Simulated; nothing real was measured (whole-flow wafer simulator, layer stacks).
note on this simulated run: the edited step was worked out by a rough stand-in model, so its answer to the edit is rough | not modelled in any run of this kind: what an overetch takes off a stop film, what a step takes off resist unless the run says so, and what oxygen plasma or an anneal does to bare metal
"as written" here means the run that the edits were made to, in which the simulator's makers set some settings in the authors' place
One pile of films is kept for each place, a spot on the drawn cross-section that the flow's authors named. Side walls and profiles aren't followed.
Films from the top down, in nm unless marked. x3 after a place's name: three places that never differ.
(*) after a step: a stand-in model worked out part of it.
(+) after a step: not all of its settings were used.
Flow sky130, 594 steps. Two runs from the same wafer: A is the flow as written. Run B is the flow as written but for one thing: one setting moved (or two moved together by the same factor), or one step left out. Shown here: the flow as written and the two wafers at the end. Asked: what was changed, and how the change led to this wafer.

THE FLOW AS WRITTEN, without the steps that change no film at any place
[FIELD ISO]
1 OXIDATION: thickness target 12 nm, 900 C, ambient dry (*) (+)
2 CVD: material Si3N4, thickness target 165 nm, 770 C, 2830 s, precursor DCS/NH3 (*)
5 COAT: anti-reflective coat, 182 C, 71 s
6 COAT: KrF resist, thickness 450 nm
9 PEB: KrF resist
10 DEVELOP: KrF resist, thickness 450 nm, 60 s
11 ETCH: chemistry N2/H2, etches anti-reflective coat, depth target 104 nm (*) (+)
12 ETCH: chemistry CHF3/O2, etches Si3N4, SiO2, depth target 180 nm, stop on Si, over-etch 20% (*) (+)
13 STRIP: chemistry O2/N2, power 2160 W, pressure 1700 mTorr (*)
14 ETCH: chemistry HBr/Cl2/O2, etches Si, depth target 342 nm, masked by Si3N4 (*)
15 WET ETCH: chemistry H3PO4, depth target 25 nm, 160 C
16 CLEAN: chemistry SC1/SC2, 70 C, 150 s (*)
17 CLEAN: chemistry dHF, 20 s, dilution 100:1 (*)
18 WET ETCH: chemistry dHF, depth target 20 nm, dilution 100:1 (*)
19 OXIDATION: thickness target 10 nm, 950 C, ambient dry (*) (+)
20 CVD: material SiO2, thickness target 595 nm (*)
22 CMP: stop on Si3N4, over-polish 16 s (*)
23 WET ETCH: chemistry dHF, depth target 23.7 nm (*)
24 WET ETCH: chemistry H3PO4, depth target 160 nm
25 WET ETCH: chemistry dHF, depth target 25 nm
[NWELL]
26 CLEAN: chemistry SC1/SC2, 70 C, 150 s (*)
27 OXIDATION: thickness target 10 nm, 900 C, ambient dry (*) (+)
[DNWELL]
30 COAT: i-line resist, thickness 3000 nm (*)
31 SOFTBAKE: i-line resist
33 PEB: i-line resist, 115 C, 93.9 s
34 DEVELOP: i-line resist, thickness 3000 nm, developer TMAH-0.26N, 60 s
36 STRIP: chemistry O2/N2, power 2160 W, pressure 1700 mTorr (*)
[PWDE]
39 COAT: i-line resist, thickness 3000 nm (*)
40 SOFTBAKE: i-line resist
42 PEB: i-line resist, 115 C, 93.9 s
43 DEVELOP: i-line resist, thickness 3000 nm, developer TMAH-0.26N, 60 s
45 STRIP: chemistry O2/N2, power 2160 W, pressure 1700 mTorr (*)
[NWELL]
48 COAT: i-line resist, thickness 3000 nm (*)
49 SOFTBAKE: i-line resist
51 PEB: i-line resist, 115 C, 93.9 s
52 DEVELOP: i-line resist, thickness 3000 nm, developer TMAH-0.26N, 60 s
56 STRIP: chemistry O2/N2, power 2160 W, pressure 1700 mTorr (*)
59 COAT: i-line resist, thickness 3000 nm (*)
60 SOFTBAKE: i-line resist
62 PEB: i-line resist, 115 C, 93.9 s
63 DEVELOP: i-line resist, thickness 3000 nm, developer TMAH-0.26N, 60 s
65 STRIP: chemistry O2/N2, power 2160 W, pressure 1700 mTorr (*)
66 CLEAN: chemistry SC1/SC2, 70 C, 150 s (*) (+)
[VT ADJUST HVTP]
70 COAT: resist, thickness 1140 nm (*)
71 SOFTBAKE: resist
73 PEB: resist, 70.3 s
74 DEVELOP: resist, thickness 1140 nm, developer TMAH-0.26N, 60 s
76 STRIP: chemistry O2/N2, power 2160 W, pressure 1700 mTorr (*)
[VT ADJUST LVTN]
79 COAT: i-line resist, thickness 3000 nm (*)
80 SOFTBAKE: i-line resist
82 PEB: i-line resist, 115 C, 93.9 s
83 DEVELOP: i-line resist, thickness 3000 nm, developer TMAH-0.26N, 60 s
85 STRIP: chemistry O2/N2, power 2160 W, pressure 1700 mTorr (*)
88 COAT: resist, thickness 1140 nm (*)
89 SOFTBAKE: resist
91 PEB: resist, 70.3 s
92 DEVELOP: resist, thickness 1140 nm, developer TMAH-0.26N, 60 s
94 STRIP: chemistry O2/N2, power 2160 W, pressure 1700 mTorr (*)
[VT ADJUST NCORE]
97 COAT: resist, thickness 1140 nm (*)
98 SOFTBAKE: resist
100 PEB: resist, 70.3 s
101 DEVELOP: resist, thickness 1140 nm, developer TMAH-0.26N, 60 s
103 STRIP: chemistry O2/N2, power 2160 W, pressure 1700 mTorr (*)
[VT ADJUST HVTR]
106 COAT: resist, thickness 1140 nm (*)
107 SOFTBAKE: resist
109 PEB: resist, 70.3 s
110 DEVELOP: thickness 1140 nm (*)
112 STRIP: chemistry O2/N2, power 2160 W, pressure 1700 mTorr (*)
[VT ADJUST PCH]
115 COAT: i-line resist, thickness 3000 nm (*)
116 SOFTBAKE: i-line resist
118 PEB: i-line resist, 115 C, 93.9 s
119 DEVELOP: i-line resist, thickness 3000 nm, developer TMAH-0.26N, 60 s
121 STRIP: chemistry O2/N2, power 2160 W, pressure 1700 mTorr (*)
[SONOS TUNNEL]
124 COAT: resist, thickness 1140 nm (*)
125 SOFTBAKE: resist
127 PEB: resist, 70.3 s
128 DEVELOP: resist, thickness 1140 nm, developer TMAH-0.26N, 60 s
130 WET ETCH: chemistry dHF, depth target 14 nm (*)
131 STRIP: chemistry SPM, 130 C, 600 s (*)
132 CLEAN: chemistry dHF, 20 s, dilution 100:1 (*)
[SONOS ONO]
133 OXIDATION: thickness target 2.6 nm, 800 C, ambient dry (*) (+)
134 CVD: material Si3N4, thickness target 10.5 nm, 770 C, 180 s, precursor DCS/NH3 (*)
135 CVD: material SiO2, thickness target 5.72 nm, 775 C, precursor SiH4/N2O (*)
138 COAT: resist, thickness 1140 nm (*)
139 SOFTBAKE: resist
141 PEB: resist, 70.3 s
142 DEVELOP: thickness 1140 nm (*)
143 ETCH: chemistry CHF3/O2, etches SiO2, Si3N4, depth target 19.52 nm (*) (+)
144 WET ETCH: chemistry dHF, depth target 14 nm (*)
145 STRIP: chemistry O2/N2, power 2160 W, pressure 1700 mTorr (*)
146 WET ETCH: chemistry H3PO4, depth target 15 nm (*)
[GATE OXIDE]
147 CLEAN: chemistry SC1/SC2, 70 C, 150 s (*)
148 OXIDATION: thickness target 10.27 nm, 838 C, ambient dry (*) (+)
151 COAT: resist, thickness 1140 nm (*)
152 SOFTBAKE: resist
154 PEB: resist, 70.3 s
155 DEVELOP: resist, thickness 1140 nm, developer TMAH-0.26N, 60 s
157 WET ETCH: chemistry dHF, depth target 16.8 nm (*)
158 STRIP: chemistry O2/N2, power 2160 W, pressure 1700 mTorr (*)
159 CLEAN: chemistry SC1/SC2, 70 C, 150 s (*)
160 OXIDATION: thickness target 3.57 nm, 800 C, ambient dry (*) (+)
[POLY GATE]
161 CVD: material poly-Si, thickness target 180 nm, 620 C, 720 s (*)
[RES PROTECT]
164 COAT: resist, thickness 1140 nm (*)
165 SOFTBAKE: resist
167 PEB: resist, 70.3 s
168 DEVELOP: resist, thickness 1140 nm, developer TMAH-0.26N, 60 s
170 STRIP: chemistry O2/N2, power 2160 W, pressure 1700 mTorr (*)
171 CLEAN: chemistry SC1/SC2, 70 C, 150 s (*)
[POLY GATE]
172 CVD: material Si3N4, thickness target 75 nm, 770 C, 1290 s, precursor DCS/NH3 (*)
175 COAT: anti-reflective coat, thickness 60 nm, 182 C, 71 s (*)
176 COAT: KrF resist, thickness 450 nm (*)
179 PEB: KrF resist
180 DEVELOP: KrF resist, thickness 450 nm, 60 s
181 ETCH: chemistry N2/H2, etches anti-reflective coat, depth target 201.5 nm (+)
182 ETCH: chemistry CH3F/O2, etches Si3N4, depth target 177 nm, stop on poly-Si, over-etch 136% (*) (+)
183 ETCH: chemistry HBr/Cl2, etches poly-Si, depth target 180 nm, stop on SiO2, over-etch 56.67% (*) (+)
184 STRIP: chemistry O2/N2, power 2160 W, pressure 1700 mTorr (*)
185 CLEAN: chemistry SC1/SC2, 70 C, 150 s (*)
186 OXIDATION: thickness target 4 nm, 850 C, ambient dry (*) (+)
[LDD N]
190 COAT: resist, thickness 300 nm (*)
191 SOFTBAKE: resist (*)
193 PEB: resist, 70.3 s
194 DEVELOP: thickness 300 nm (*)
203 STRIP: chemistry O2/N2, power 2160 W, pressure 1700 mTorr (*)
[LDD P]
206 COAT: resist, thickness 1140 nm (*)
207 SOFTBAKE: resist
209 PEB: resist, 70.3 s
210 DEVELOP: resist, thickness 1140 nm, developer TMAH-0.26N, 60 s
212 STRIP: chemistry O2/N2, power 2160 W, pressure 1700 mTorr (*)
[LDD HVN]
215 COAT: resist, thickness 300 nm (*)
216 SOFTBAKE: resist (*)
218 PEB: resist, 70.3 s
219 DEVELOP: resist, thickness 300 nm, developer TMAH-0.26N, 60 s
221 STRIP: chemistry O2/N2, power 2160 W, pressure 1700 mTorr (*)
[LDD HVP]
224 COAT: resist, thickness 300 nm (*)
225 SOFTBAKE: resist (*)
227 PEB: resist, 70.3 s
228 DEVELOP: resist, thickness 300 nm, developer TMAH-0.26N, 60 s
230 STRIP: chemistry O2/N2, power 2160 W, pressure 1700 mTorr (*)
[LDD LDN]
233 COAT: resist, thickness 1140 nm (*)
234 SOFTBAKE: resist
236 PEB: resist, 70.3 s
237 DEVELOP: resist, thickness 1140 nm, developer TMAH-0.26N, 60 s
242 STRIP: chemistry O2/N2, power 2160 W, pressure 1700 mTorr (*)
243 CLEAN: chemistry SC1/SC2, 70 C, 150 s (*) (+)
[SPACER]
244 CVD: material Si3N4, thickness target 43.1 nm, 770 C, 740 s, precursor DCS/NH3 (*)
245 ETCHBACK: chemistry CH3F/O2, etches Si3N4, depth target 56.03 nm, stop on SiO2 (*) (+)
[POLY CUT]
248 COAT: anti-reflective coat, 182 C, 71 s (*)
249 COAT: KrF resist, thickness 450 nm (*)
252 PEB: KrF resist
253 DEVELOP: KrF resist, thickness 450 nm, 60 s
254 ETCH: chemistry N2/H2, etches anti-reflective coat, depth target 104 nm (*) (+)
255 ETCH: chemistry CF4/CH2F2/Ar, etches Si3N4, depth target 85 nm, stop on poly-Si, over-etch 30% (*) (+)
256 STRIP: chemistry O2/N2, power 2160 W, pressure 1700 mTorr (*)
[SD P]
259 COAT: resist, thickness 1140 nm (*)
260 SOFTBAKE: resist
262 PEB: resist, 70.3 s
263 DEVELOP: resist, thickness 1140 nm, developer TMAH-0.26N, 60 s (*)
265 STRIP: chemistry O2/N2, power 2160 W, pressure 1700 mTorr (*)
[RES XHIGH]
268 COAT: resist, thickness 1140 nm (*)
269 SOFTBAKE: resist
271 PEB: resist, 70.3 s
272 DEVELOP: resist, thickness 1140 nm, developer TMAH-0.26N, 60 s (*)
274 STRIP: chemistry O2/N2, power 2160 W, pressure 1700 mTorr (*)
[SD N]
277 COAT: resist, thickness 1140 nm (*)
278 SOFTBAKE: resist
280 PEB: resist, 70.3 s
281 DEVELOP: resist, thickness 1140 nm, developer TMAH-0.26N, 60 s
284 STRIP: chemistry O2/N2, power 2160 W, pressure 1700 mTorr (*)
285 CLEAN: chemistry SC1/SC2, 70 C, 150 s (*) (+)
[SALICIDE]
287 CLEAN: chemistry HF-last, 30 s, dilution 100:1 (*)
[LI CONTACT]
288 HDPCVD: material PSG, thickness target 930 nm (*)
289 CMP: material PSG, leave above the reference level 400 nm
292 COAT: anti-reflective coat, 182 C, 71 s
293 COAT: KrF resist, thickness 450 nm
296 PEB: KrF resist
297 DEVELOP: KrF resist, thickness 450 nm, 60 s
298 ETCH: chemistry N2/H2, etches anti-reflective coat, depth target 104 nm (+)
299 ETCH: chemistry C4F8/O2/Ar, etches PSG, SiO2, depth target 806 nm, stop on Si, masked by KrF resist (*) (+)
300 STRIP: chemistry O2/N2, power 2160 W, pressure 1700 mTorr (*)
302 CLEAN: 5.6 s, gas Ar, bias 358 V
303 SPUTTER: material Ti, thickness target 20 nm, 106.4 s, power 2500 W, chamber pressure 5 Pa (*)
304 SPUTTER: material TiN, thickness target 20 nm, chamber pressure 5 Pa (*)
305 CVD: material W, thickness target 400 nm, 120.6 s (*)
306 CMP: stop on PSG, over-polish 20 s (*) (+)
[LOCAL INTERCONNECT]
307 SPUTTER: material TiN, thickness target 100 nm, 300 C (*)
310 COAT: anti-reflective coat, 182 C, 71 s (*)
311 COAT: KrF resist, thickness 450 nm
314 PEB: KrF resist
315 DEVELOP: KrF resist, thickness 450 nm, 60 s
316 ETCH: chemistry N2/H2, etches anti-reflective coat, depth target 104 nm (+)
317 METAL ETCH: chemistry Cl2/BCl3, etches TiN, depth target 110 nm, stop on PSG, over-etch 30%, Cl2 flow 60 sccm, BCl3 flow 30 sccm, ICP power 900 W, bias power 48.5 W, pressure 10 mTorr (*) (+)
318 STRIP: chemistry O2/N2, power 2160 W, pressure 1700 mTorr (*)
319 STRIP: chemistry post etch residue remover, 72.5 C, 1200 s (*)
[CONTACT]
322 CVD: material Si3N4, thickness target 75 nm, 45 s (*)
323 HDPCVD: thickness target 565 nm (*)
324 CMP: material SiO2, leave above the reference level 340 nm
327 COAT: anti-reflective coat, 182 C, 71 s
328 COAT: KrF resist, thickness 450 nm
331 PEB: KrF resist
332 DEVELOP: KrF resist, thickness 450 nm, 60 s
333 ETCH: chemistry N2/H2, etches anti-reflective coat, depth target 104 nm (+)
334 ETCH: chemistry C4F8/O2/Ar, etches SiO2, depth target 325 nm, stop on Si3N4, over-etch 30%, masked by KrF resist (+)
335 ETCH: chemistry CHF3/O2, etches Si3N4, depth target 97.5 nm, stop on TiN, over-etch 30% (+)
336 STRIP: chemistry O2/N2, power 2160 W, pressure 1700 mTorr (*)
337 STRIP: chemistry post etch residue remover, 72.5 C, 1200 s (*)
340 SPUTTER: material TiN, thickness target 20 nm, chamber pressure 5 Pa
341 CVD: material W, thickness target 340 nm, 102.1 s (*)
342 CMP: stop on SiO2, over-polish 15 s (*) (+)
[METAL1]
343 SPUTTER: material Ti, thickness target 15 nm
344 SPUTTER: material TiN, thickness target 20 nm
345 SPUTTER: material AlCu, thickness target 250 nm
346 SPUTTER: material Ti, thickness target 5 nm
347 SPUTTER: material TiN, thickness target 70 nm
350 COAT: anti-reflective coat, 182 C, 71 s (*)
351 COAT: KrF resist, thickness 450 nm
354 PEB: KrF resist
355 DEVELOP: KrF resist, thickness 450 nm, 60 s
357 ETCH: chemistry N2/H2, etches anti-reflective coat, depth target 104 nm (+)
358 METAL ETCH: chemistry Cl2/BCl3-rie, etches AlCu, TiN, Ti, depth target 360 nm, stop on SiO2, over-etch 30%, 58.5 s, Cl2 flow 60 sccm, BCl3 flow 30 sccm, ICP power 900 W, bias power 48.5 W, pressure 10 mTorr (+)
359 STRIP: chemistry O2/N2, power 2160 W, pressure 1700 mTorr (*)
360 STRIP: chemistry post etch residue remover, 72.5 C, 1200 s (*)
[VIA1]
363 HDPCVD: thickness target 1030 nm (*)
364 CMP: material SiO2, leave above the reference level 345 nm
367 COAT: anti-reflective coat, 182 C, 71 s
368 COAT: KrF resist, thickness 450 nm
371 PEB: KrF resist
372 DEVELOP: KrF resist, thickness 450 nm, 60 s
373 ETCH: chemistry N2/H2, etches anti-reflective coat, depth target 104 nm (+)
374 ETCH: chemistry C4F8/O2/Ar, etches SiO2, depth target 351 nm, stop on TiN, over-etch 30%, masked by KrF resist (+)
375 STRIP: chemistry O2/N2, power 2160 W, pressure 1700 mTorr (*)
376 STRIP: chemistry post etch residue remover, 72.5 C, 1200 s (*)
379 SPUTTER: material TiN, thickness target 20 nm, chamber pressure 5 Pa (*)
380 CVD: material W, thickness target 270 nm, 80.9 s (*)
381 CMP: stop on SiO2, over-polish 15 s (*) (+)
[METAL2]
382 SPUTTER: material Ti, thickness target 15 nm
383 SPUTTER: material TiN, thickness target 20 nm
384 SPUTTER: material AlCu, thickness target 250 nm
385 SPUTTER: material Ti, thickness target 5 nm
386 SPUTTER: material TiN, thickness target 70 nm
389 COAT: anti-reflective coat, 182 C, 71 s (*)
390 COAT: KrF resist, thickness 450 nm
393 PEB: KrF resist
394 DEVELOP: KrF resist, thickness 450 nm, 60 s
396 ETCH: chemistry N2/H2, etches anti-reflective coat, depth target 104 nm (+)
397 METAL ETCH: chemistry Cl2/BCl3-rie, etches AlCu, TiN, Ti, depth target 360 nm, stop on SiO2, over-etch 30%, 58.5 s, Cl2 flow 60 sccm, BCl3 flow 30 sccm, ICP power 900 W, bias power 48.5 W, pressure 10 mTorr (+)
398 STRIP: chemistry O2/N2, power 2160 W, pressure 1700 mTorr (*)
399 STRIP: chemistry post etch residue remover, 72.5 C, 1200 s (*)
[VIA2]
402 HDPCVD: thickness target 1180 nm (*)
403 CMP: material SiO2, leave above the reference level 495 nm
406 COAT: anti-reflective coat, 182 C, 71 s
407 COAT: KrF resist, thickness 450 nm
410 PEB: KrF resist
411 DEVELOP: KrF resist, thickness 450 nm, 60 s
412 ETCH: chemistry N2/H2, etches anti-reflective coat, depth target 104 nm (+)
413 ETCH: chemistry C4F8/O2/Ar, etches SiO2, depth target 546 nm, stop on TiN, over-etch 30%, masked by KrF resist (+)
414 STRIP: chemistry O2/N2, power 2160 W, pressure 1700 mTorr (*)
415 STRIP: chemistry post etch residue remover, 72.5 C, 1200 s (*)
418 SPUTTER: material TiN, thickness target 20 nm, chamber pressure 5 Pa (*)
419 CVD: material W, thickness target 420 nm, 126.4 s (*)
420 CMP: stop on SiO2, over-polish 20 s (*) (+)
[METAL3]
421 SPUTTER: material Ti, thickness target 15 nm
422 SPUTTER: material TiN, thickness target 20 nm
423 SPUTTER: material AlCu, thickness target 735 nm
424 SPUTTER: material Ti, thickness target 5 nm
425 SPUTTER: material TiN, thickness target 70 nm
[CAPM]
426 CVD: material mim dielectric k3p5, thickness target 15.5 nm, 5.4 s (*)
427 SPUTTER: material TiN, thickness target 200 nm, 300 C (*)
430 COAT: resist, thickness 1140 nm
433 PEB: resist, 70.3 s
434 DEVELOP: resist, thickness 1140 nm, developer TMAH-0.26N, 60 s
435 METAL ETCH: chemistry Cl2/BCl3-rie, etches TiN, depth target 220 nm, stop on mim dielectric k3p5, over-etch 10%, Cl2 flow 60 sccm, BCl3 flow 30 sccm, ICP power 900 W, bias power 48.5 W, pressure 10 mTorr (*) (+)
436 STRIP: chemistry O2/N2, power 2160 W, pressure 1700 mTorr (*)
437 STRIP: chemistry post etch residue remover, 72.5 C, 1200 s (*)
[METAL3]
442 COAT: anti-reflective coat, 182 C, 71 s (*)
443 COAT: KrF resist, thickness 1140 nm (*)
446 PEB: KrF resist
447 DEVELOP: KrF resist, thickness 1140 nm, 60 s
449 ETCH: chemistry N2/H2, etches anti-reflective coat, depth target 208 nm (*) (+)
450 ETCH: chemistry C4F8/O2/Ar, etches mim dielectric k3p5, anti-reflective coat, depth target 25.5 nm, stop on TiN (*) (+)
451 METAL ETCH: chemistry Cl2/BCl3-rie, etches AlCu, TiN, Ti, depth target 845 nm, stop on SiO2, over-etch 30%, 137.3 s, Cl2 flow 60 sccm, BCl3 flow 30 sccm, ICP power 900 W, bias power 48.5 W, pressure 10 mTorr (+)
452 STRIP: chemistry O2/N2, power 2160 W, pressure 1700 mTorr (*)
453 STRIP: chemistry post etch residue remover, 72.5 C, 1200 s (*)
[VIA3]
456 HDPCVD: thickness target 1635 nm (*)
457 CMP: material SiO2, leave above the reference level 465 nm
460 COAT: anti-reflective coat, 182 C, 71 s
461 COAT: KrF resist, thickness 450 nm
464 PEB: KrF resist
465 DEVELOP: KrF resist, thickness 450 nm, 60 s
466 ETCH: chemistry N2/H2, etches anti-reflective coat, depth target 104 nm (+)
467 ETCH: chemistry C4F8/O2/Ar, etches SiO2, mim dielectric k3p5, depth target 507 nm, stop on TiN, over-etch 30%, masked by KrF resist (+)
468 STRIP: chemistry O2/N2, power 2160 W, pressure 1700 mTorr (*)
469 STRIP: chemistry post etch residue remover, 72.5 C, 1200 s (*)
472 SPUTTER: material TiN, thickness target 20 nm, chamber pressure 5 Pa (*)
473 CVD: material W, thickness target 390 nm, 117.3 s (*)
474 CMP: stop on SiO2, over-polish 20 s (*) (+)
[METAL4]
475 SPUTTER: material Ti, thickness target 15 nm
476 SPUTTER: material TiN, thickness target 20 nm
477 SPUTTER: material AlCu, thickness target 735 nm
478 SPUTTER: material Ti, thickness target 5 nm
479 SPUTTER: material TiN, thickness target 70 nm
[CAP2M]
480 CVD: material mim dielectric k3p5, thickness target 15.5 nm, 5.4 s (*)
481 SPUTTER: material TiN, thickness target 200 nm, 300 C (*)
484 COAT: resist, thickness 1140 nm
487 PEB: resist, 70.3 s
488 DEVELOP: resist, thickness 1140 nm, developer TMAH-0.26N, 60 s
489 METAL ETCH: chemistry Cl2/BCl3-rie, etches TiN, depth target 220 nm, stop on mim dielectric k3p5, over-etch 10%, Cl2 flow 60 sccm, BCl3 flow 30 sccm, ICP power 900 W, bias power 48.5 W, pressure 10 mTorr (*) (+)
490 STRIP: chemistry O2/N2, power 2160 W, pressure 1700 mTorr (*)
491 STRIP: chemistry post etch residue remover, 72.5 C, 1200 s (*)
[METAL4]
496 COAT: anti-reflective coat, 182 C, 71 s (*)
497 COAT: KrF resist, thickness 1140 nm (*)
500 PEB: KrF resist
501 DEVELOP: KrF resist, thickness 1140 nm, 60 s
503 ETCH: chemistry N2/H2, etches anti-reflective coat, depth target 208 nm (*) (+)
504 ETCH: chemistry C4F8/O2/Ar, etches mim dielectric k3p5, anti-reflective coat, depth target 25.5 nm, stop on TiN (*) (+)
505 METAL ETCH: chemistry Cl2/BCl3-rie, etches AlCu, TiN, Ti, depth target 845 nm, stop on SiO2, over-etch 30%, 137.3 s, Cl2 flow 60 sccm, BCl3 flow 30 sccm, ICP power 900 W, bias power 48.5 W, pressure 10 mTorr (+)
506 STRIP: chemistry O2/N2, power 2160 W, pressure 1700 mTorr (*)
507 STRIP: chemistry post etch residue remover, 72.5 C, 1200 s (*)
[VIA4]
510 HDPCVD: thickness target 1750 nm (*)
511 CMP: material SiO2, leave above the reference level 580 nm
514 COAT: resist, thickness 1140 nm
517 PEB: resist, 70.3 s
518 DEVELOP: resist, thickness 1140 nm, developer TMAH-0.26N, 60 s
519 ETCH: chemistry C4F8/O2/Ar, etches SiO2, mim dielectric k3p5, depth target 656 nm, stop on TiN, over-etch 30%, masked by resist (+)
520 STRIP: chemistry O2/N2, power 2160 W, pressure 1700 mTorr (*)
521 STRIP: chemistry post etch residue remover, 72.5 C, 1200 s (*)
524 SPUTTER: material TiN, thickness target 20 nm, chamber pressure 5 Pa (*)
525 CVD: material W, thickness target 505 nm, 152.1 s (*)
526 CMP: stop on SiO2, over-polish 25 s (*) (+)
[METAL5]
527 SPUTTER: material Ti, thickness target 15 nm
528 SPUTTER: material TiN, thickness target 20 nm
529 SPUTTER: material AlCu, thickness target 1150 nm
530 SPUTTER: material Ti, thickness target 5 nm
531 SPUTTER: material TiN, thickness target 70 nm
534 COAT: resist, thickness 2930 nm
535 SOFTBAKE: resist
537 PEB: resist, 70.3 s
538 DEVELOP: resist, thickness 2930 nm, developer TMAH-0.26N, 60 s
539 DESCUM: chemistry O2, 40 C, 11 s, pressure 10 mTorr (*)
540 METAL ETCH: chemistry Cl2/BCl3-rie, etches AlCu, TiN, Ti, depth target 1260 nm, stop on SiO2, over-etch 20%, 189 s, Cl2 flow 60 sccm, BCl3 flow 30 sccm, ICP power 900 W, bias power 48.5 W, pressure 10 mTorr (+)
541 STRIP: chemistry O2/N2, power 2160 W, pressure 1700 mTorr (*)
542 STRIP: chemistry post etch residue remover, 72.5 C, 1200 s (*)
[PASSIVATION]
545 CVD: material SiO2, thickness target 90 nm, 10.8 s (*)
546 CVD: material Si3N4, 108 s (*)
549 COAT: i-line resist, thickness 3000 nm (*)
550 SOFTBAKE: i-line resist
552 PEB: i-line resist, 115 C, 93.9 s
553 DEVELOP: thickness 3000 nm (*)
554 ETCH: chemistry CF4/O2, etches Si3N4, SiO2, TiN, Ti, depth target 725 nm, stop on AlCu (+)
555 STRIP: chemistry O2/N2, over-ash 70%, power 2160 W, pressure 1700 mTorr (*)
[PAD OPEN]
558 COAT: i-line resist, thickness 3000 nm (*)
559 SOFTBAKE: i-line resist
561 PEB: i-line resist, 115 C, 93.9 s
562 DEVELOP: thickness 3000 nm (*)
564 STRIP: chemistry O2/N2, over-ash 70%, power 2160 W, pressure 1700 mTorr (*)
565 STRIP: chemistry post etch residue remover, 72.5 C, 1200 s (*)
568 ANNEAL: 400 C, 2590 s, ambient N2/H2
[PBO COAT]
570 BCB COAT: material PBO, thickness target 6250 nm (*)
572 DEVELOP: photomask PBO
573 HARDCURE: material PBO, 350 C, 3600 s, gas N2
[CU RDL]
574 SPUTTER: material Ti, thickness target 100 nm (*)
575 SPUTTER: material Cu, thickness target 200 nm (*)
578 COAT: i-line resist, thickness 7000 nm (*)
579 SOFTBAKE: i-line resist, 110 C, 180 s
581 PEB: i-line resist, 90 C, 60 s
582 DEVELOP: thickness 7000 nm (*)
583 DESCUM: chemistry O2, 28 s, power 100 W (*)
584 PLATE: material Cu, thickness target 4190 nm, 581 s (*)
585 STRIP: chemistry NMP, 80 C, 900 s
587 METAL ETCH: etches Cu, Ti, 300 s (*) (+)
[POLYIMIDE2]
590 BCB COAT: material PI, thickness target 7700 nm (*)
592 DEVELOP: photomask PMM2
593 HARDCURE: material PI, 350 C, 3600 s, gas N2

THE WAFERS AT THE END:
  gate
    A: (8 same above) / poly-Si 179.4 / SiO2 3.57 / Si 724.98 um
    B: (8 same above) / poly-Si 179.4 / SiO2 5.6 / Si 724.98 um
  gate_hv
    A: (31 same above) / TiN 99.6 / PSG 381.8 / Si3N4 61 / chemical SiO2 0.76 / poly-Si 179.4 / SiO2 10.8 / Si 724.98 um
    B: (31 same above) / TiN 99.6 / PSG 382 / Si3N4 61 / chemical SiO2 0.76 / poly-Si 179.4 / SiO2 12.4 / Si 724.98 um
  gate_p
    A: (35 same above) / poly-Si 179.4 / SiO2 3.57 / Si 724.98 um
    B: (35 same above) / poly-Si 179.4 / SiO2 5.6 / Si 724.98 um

The cause: step 160, OXIDATION: thickness target 5.6 nm was run, where the flow has thickness target 3.57 nm.
It can be read off the wafer: gate has SiO2 5.6, and step 160 as written asks for 3.57 nm.

How the change led to this, step by step:
  160 OXIDATION: thickness target 3.57 nm, 800 C, ambient dry (*) (+)
      active, n_well, p_well and 58 more: A SiO2 +3.57 (new film), chemical SiO2 -0.76 (all of it), Si -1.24 | B SiO2 +5.6 (new film), chemical SiO2 -0.76 (all of it), Si -2.13
      gate_hv, m1, pad and 37 more: A SiO2 +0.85, Si -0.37 | B SiO2 +2.5, Si -1.1
  248 COAT: anti-reflective coat, 182 C, 71 s (*)
      m1: A anti-reflective coat +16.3 (new film) | B anti-reflective coat +15.7 (new film)
      gate_lg05: A anti-reflective coat +18.6 (new film) | B anti-reflective coat +18 (new film)
      (and at 1 more place)
  256 STRIP: chemistry O2/N2, power 2160 W, pressure 1700 mTorr (*)
      m1: A KrF resist -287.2 (all of it), anti-reflective coat -16.3 (all of it) | B KrF resist -287.3 (all of it), anti-reflective coat -15.7 (all of it)
      gate_lg05: A KrF resist -307 (all of it), anti-reflective coat -18.6 (all of it) | B KrF resist -307.1 (all of it), anti-reflective coat -18 (all of it)
      (and at 1 more place)
  299 ETCH: chemistry C4F8/O2/Ar, etches PSG, SiO2, depth target 806 nm, stop on Si, masked by KrF resist (*) (+)
      contact, ndiff_licon, ndiff_licon_cpp: A PSG -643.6 (all of it), SiO2 -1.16 (all of it) | B PSG -643.7 (all of it), SiO2 -2.87 (all of it)
  303 SPUTTER: material Ti, thickness target 20 nm, 106.4 s, power 2500 W, chamber pressure 5 Pa (*)
      ndiff_licon_cpp: A Ti +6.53 (new film) | B Ti +7.21 (new film)
  306 CMP: stop on PSG, over-polish 20 s (*) (+)
      poly_licon: A W -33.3 | B W -32.3
